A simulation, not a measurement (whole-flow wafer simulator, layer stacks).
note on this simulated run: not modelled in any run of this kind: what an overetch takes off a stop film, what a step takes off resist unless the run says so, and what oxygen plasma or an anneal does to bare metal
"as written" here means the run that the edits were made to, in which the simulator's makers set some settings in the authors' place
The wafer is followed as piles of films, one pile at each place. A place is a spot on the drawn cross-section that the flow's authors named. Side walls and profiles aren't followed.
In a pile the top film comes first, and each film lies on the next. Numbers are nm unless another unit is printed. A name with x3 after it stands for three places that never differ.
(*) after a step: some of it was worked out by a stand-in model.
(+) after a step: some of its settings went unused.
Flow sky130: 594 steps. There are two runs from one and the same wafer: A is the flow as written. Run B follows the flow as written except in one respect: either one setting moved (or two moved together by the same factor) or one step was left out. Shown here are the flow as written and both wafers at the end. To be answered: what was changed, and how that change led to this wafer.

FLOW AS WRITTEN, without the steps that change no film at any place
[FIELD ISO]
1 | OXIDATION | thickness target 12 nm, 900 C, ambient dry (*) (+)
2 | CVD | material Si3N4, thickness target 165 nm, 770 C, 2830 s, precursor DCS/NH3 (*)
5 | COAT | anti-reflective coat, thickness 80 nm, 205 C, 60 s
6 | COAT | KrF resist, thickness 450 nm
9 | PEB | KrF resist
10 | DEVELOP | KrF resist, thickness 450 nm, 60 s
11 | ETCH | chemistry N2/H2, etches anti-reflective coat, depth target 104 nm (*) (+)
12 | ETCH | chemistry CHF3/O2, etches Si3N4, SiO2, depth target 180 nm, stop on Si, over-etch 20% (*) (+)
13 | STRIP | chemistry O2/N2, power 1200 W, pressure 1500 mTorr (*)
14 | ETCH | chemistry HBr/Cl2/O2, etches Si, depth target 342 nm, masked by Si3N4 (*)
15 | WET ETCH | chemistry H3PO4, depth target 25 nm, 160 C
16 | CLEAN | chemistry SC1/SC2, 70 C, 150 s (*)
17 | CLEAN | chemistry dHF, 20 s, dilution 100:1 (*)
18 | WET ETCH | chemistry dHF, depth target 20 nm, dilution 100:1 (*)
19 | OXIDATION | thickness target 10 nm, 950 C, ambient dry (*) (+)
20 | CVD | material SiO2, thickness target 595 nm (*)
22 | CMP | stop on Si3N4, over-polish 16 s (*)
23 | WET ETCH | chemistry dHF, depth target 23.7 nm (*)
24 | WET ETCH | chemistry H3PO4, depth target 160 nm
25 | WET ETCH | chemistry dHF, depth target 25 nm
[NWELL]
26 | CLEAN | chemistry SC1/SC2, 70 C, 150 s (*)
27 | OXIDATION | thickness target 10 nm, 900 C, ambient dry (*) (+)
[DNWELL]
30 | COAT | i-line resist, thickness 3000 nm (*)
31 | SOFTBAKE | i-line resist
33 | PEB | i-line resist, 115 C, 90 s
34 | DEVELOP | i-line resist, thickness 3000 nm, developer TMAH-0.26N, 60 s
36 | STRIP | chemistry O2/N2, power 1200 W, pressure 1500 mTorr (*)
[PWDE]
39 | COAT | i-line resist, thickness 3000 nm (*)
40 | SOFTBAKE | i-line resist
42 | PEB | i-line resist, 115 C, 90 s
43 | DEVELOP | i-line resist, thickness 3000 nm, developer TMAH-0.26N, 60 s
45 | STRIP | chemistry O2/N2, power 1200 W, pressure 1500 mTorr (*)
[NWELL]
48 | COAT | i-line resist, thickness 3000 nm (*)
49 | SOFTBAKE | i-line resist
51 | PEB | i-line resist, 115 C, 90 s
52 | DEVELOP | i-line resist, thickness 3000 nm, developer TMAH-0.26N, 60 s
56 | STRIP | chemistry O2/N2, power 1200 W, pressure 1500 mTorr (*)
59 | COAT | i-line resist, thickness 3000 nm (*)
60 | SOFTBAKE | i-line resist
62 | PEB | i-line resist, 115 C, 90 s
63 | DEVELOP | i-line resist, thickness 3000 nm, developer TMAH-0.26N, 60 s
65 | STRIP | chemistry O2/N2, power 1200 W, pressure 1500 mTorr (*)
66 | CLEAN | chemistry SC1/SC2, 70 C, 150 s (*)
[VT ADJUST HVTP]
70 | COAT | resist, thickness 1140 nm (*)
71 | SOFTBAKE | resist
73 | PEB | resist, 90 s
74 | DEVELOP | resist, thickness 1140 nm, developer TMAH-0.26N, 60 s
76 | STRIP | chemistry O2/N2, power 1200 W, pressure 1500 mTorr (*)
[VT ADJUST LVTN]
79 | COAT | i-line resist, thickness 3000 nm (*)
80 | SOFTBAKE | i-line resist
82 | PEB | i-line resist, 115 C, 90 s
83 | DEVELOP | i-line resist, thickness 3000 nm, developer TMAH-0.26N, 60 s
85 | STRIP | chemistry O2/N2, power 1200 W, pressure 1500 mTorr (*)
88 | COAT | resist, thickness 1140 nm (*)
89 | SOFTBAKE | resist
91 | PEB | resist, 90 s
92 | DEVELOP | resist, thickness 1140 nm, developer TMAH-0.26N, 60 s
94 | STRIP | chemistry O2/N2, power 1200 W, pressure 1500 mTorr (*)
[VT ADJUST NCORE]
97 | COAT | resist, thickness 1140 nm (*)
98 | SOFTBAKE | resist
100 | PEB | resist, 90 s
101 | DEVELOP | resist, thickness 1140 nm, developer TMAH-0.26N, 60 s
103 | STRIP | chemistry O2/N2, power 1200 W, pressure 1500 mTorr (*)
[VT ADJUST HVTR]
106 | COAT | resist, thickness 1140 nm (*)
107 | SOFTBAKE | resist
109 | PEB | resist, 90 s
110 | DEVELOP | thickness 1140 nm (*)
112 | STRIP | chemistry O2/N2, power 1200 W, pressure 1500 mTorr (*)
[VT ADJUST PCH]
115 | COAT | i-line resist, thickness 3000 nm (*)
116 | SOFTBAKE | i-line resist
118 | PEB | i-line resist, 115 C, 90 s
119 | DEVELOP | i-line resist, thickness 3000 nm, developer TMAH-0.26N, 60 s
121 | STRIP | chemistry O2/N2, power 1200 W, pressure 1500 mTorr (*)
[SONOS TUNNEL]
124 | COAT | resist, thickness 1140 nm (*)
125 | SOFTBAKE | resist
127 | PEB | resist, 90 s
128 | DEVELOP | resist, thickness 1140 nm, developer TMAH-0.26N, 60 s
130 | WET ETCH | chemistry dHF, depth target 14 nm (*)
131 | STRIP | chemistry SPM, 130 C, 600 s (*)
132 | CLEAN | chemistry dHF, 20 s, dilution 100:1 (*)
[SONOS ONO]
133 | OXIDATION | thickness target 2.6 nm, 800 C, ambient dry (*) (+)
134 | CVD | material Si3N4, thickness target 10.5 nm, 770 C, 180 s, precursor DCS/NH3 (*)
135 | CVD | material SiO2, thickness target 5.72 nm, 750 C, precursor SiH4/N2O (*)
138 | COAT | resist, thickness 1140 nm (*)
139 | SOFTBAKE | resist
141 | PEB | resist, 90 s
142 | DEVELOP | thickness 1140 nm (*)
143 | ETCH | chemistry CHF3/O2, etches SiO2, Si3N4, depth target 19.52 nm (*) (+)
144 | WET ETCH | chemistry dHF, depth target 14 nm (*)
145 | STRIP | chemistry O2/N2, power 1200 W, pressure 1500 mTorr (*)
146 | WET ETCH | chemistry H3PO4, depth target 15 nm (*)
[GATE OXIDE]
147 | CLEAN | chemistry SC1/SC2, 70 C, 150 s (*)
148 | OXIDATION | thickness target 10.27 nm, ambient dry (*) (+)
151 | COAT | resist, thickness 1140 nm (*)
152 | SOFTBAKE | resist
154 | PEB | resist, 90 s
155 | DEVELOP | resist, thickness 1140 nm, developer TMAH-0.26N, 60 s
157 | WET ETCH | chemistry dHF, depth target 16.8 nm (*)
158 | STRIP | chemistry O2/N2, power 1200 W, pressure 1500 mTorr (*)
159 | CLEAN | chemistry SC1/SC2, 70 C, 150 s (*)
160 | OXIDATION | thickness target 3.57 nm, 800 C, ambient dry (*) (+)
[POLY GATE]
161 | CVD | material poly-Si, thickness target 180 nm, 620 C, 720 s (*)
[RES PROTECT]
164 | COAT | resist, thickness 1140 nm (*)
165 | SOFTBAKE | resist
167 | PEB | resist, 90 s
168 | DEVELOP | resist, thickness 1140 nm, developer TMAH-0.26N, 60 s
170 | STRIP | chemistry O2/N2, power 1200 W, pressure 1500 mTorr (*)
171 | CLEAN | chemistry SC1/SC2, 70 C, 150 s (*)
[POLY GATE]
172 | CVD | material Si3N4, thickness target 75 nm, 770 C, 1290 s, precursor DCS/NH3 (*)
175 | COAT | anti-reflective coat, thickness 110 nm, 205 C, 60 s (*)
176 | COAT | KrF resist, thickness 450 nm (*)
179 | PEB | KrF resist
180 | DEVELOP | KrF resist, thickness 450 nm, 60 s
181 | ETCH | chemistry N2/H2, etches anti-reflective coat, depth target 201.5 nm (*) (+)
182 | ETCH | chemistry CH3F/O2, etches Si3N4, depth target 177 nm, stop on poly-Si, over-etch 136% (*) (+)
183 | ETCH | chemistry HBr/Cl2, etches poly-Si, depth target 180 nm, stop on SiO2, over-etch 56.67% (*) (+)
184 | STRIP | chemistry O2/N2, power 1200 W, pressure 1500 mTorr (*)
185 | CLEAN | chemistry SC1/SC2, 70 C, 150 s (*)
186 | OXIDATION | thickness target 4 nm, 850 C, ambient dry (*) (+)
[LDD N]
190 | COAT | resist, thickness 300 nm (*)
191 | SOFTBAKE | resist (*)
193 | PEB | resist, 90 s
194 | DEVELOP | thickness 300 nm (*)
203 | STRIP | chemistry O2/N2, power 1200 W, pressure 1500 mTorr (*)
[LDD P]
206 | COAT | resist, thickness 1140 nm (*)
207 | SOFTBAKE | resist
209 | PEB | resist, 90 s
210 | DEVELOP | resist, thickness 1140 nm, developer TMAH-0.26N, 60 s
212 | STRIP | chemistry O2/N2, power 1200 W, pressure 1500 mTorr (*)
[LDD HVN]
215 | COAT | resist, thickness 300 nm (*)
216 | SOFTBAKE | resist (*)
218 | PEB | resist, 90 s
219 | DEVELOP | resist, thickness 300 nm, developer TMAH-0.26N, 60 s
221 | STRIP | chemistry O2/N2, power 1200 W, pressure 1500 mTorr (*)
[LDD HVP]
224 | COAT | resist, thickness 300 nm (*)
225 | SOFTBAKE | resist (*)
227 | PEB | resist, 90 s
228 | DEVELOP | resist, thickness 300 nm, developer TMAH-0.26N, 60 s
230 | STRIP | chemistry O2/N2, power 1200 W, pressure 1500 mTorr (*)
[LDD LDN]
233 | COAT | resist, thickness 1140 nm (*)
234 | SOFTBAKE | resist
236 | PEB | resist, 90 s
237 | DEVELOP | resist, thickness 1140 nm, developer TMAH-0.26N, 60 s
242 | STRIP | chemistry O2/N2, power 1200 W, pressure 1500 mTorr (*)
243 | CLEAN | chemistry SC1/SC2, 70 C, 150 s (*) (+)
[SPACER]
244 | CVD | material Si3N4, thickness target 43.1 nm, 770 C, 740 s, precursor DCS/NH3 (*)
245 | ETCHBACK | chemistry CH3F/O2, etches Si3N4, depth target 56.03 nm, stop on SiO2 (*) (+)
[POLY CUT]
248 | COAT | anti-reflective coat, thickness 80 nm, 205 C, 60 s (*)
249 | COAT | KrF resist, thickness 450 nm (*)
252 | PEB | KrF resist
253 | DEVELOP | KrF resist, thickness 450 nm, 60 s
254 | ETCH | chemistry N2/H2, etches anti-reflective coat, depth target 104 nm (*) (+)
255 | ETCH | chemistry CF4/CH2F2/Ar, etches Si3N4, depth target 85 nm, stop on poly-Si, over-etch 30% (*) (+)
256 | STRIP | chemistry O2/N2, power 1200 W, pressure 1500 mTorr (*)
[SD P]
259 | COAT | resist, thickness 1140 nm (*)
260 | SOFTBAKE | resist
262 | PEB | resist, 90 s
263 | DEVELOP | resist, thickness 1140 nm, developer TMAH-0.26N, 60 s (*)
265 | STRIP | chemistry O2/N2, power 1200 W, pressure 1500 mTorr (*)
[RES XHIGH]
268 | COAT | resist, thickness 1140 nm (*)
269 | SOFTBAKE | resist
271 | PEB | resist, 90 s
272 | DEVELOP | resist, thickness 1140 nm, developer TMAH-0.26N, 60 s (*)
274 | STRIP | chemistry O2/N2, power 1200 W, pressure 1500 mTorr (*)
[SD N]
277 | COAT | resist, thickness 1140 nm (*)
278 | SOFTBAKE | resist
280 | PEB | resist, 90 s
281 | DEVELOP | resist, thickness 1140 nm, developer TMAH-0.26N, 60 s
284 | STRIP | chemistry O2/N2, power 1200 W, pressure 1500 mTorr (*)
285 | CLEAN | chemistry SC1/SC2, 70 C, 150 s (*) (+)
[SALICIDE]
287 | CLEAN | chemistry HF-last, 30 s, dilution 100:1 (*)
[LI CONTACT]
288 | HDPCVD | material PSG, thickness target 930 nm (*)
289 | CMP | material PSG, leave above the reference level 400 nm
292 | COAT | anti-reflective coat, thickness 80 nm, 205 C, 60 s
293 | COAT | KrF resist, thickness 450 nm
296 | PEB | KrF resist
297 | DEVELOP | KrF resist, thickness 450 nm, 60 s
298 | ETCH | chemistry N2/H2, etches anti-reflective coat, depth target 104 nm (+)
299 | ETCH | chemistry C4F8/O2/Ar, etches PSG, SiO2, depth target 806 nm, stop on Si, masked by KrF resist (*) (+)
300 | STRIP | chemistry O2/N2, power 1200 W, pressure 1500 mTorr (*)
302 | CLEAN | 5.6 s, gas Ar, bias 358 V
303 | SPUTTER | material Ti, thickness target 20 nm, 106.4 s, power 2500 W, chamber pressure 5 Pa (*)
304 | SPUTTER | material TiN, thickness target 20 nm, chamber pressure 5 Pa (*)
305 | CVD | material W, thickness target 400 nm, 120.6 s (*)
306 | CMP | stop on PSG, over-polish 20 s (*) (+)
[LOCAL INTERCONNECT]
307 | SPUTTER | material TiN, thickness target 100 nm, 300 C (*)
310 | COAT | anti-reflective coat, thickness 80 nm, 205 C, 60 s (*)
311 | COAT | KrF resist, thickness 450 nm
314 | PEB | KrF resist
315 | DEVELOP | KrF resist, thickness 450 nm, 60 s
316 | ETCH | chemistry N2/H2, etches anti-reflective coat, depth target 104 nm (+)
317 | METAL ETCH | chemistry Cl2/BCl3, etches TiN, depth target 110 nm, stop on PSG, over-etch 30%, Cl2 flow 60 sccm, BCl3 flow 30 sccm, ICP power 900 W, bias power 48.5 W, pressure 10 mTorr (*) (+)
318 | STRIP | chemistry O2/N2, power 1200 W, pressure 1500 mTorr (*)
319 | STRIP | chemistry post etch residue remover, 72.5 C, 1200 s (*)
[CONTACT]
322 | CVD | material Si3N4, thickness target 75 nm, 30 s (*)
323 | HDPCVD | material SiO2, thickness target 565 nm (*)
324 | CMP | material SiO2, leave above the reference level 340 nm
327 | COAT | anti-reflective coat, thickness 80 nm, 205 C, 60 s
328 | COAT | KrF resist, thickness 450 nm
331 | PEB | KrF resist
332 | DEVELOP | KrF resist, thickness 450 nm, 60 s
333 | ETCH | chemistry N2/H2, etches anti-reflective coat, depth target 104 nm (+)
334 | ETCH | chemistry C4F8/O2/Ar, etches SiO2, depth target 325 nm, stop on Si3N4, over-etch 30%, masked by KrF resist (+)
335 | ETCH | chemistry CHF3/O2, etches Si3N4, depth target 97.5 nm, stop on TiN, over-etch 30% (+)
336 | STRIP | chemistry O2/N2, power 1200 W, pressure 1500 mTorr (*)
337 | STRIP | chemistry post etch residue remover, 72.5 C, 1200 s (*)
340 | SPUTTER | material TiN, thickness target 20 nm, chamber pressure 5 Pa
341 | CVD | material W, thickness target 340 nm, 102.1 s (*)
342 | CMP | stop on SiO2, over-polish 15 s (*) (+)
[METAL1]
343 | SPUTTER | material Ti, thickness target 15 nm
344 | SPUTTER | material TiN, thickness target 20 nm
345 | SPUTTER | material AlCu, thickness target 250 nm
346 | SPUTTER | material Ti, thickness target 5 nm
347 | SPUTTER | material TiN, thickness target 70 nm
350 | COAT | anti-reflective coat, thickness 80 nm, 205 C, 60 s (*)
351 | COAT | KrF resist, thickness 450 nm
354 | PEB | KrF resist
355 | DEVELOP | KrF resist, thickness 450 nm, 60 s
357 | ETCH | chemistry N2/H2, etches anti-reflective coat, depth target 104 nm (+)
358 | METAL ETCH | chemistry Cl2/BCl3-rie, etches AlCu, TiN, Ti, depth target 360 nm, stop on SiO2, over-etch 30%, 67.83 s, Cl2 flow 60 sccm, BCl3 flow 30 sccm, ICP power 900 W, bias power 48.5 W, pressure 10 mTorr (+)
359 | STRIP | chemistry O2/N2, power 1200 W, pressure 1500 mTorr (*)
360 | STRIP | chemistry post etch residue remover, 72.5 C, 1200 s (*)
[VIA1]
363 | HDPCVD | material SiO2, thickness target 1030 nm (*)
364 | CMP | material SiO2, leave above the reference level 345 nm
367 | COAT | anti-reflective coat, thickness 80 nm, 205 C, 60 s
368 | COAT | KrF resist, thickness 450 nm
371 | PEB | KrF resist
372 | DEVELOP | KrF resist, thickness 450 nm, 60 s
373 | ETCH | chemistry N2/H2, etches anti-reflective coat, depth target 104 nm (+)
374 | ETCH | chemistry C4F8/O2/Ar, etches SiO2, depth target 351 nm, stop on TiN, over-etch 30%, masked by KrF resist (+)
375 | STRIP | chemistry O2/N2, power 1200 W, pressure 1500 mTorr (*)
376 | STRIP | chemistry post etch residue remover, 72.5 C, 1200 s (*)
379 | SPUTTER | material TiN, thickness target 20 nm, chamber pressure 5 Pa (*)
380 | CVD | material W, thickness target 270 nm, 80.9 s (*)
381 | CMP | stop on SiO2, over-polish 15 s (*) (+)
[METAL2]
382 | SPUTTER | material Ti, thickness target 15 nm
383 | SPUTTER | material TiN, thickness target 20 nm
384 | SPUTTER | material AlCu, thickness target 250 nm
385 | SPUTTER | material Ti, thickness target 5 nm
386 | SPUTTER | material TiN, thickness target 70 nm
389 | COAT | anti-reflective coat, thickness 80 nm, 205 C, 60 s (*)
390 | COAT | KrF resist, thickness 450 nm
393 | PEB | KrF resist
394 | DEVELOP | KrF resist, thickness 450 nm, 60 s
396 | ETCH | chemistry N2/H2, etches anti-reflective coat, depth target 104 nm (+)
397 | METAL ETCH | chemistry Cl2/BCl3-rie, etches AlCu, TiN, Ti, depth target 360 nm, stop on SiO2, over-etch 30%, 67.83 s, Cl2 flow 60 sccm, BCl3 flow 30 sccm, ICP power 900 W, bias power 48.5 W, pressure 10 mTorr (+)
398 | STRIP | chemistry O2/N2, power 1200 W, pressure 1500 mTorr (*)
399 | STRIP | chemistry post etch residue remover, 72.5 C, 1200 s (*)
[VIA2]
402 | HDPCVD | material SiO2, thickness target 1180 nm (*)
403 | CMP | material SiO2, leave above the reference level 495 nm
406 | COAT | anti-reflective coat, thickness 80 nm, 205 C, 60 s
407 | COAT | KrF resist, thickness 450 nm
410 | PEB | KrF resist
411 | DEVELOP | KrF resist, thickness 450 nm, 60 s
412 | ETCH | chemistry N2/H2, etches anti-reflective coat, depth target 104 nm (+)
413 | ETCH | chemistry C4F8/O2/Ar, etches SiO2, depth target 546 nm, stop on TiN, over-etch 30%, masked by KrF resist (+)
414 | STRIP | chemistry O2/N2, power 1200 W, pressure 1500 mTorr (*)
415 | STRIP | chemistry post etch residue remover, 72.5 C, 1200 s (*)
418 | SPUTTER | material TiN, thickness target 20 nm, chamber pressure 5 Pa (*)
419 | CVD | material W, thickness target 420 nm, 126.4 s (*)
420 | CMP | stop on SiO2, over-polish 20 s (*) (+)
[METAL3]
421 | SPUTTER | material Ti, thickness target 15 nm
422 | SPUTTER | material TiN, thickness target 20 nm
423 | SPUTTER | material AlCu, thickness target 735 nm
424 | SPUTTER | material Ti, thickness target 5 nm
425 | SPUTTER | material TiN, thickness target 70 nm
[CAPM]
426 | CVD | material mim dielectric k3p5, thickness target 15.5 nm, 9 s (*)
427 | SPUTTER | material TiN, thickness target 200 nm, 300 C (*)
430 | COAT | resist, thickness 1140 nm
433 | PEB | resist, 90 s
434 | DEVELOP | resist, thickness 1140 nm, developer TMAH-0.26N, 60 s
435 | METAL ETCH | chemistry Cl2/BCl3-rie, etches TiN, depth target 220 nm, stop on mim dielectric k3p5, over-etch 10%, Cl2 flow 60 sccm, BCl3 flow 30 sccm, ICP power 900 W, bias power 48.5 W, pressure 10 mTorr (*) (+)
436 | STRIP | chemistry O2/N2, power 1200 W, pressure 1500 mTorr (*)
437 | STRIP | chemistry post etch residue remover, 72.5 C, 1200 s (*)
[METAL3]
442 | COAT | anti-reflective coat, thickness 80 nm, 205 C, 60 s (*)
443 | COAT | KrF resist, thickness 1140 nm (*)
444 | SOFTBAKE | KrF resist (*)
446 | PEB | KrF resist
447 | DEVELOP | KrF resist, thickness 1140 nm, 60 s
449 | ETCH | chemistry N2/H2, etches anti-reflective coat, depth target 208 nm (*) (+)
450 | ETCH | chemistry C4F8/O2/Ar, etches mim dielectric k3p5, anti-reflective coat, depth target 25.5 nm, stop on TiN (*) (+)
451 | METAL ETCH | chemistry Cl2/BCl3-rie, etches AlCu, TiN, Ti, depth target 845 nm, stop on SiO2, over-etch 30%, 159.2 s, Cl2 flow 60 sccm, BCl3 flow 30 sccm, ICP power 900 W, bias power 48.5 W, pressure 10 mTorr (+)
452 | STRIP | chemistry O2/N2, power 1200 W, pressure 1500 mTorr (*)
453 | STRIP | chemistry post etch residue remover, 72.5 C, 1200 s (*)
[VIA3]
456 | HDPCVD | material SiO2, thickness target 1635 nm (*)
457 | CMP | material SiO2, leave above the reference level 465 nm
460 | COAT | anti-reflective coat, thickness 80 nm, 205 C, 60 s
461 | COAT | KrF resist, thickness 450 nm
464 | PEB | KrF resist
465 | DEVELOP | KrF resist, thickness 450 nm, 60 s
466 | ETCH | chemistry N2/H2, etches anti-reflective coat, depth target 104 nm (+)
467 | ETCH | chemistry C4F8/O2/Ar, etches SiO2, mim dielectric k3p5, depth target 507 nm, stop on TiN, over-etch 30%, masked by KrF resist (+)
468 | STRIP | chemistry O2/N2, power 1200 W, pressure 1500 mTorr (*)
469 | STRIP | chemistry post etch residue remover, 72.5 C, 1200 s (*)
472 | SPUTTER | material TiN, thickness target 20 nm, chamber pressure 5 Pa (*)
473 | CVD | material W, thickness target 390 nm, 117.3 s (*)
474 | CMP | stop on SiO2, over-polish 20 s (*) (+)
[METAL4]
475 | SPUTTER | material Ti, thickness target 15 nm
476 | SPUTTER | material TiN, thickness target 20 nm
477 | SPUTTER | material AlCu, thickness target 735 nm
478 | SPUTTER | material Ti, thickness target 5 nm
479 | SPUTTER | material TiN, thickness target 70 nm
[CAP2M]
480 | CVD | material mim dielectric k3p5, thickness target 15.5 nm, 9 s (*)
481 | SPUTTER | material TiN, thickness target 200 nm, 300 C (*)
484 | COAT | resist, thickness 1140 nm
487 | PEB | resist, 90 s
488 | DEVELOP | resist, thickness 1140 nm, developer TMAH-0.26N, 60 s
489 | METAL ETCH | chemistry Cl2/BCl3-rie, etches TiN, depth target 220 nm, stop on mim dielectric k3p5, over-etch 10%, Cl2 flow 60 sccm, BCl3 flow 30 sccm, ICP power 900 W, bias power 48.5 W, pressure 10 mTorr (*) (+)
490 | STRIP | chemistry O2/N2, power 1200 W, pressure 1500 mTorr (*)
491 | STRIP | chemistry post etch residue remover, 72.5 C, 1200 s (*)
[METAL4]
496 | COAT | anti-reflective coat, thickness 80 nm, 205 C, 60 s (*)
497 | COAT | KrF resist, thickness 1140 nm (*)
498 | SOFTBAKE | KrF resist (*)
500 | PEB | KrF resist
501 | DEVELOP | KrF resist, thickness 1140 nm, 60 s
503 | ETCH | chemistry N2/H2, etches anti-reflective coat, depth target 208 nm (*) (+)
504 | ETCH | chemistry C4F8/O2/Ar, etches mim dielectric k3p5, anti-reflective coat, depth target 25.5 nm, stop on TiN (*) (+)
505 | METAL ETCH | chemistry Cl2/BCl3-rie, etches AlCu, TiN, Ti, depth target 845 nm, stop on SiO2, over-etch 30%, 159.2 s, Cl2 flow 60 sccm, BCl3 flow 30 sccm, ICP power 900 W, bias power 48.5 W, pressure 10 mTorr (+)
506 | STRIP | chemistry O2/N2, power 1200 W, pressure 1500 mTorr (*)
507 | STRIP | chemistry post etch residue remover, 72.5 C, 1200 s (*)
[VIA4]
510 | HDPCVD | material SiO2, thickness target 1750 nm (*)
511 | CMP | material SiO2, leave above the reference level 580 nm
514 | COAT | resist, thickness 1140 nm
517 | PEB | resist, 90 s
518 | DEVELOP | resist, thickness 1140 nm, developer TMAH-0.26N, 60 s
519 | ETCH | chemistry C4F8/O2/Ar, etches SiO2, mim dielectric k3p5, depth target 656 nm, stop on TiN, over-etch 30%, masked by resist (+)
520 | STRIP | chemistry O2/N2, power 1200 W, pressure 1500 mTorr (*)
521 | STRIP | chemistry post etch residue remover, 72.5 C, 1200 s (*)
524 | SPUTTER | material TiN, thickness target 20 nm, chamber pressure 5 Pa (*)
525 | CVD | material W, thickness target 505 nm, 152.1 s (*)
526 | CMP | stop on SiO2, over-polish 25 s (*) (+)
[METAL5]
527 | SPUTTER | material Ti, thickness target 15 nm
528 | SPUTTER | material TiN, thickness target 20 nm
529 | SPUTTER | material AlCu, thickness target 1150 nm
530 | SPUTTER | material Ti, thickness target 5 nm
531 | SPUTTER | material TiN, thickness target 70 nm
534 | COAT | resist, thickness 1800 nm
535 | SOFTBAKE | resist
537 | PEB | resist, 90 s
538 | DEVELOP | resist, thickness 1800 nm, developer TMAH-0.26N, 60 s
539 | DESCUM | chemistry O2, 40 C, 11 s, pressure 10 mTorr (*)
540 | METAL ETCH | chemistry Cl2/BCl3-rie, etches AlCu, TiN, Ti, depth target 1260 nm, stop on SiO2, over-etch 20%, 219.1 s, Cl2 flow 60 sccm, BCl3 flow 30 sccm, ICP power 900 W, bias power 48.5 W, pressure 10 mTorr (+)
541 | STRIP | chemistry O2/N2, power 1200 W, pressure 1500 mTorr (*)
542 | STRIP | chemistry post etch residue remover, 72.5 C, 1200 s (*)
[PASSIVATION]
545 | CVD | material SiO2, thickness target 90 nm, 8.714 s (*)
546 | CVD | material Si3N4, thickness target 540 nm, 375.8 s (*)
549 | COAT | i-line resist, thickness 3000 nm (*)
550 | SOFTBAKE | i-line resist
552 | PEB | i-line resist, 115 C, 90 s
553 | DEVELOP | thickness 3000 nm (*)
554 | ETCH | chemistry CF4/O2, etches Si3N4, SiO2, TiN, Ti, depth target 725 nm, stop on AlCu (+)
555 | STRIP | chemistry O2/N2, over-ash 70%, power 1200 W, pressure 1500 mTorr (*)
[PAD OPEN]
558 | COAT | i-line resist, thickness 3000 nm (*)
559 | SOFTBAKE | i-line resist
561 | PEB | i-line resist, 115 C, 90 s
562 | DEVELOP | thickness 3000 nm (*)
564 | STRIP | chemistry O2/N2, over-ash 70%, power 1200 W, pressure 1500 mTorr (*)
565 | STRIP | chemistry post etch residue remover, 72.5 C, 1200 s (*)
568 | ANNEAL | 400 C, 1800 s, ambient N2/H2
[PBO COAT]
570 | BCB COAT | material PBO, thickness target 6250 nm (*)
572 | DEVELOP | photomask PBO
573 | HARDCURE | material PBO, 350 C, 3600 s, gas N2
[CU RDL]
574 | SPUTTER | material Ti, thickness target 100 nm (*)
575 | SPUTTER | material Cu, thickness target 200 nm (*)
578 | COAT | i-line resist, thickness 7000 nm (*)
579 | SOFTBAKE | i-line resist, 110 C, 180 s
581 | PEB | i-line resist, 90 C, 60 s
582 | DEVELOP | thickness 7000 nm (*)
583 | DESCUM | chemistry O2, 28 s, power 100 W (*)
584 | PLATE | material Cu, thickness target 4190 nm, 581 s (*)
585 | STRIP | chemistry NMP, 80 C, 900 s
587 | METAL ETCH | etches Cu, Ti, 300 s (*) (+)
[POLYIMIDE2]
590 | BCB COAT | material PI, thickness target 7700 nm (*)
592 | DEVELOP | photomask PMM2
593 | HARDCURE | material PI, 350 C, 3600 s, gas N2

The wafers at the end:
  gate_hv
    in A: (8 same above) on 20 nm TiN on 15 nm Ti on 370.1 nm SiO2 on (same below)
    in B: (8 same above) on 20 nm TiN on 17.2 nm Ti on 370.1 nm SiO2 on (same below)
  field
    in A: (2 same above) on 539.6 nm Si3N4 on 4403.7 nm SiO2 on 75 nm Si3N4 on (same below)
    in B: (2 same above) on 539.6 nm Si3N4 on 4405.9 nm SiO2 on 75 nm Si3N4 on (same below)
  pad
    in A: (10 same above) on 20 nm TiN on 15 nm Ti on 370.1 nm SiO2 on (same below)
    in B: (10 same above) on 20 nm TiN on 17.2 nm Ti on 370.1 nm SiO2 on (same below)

Cause: step 475, SPUTTER: thickness target 17.2 nm was run, though the flow has thickness target 15 nm.
The wafer itself shows it: gate_hv has Ti 17.2, and step 475 as written asks for 15 nm.

Step by step, how the change led to this:
  475 | SPUTTER | material Ti, thickness target 15 nm
      field, active, n_well and 189 more: A +15 Ti (new film) | B +17.2 Ti (new film)
  505 | METAL ETCH | chemistry Cl2/BCl3-rie, etches AlCu, TiN, Ti, depth target 845 nm, stop on SiO2, over-etch 30%, 159.2 s, Cl2 flow 60 sccm, BCl3 flow 30 sccm, ICP power 900 W, bias power 48.5 W, pressure 10 mTorr (+)
      field, active, gate and 70 more: A -70 TiN (all of it), -5 Ti (all of it), -735 AlCu (all of it), -20 TiN (all of it), -15 Ti (all of it), -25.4 SiO2 | B -70 TiN (all of it), -5 Ti (all of it), -735 AlCu (all of it), -20 TiN (all of it), -17.2 Ti (all of it), -25.1 SiO2
      vpp_iso1, mim_edge_plate, m1_ln and 12 more: A -70 TiN (all of it), -5 Ti (all of it), -735 AlCu (all of it), -20 TiN (all of it), -15 Ti (all of it), -25.3 SiO2 | B -70 TiN (all of it), -5 Ti (all of it), -735 AlCu (all of it), -20 TiN (all of it), -17.2 Ti (all of it), -25.1 SiO2
